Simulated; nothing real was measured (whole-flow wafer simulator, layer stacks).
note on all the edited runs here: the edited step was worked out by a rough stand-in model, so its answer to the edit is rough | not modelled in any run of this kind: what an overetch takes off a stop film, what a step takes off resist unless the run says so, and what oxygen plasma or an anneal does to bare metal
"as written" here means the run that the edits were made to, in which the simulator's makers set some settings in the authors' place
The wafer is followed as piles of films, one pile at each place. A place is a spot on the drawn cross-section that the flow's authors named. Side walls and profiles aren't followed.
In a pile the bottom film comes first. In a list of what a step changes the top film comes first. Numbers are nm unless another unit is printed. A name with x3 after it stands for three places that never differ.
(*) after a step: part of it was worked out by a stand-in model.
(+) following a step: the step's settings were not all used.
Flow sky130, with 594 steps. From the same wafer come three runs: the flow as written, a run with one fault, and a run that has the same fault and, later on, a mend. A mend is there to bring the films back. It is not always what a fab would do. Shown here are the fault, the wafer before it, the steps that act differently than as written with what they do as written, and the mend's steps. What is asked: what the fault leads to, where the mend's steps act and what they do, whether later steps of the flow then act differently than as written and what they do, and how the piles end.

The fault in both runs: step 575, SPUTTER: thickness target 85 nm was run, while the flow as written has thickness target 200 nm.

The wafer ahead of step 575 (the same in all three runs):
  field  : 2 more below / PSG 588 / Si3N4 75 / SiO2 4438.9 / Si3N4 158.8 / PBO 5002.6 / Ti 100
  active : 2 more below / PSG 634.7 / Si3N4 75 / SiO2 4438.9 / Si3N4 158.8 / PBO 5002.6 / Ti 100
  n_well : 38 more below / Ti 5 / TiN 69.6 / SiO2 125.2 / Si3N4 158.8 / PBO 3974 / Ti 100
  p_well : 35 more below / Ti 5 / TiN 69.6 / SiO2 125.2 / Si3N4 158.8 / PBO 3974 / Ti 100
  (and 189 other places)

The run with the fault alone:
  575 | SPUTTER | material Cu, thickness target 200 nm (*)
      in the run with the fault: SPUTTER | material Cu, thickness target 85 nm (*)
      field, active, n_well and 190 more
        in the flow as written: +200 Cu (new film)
        in the run with the fault: +85 Cu (new film)
  Steps further on in the flow that do not act as written (6 other steps are not shown; they differ only slightly, by no more than 2% or 0.5 nm, whichever is larger):
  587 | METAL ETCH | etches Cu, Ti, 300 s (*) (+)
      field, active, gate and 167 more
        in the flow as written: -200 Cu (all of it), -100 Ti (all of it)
        in the run with the fault: -85 Cu (all of it), -100 Ti (all of it)
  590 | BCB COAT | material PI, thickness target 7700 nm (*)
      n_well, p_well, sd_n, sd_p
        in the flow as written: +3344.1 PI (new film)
        in the run with the fault: +3459.1 PI (new film)
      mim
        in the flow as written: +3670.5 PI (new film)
        in the run with the fault: +3780.3 PI (new film)
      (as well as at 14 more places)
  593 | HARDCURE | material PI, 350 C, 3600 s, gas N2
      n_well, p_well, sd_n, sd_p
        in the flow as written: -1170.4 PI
        in the run with the fault: -1210.7 PI
  The piles end different from the flow's at n_well, p_well, sd_n and 20 more by more than 2% or 0.5 nm, whichever is larger.
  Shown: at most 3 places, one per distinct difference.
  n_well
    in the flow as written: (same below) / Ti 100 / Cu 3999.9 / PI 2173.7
    in the run with the fault: (same below) / Ti 100 / Cu 3884.9 / PI 2248.4
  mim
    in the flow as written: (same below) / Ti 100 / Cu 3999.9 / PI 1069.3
    in the run with the fault: (same below) / Ti 100 / Cu 3884.9 / PI 1176.9
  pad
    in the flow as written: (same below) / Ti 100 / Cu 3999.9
    in the run with the fault: (same below) / Ti 100 / Cu 3884.9

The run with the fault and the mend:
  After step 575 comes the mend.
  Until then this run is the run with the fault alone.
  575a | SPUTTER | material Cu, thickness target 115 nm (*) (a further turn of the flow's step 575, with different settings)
      field, active, n_well and 190 more
        +115 Cu
  Later steps of the flow that are run all act as written at every place that is followed.
  At every place that both follow, the piles at the end match the flow's.
